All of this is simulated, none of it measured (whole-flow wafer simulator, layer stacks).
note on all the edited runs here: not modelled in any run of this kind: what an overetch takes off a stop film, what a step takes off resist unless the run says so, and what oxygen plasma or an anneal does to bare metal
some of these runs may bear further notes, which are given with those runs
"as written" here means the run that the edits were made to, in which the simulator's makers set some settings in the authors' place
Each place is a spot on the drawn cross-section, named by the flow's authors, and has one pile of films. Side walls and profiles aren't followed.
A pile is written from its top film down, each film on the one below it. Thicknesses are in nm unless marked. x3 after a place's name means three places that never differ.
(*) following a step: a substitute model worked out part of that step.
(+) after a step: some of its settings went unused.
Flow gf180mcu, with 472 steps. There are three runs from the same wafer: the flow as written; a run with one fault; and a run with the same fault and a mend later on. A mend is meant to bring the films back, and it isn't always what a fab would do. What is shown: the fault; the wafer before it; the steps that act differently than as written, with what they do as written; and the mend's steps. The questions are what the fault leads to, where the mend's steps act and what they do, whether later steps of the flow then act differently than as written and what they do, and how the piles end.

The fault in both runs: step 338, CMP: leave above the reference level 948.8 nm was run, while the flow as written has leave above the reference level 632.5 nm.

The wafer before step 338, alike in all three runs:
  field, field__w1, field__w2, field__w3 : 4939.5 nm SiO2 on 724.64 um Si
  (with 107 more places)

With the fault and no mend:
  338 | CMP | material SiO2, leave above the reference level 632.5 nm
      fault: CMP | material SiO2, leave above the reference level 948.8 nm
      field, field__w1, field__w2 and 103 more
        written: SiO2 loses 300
        fault: nothing
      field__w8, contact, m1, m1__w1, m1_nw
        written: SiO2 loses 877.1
        fault: SiO2 loses 560.8
  Steps later in the flow that act otherwise than as written (not shown: 10 more steps that differ only slightly, by at most 2% or 0.5 nm, whichever is larger):
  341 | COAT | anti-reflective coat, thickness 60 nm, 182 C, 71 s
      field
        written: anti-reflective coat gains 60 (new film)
        fault: anti-reflective coat gains 66.4 (new film)
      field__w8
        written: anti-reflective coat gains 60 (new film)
        fault: anti-reflective coat gains 50.6 (new film)
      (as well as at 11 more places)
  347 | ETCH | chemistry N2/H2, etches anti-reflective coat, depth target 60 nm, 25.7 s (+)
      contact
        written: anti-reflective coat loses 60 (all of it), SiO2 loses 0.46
        fault: anti-reflective coat loses 50.5 (all of it), SiO2 loses 0.7
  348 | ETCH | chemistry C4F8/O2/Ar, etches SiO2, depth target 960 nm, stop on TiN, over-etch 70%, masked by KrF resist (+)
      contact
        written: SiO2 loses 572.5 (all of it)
        fault: SiO2 loses 888.5 (all of it)
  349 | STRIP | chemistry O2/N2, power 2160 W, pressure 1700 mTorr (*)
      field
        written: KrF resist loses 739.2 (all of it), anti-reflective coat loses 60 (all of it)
        fault: KrF resist loses 735.8 (all of it), anti-reflective coat loses 66.4 (all of it)
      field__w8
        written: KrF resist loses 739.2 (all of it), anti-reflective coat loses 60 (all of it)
        fault: KrF resist loses 737.7 (all of it), anti-reflective coat loses 50.6 (all of it)
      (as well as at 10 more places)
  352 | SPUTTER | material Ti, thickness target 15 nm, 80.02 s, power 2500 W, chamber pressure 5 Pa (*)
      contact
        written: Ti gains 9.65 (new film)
        fault: Ti gains 8.11 (new film)
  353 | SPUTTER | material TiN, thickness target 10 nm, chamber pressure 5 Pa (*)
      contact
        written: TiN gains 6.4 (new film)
        fault: TiN gains 5.38 (new film)
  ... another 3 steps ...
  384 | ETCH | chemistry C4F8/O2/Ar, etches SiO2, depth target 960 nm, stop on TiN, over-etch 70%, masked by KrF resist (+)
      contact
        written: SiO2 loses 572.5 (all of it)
        fault: SiO2 loses 588 (all of it)
  The piles end different from the flow's at field, field__w1, field__w2 and 109 more by more than 2% or 0.5 nm, whichever is larger.
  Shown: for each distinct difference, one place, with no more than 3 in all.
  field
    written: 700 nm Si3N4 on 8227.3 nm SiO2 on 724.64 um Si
    fault: 700 nm Si3N4 on 8542.8 nm SiO2 on 724.64 um Si
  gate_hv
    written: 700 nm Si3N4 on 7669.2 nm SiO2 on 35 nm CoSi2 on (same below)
    fault: 700 nm Si3N4 on 7984.7 nm SiO2 on 35 nm CoSi2 on (same below)
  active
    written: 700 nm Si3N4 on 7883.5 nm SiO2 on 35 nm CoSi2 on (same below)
    fault: 700 nm Si3N4 on 8199 nm SiO2 on 35 nm CoSi2 on (same below)

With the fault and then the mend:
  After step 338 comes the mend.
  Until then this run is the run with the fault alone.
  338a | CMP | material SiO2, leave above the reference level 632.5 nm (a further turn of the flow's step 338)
      field, field__w1, field__w2 and 103 more
        SiO2 loses 300
      field__w8, contact, m1, m1__w1, m1_nw
        SiO2 loses 316.3
  Later steps of the flow that are run all act as written at every place that is followed.
  The piles end the same as the flow's at every place that both follow.
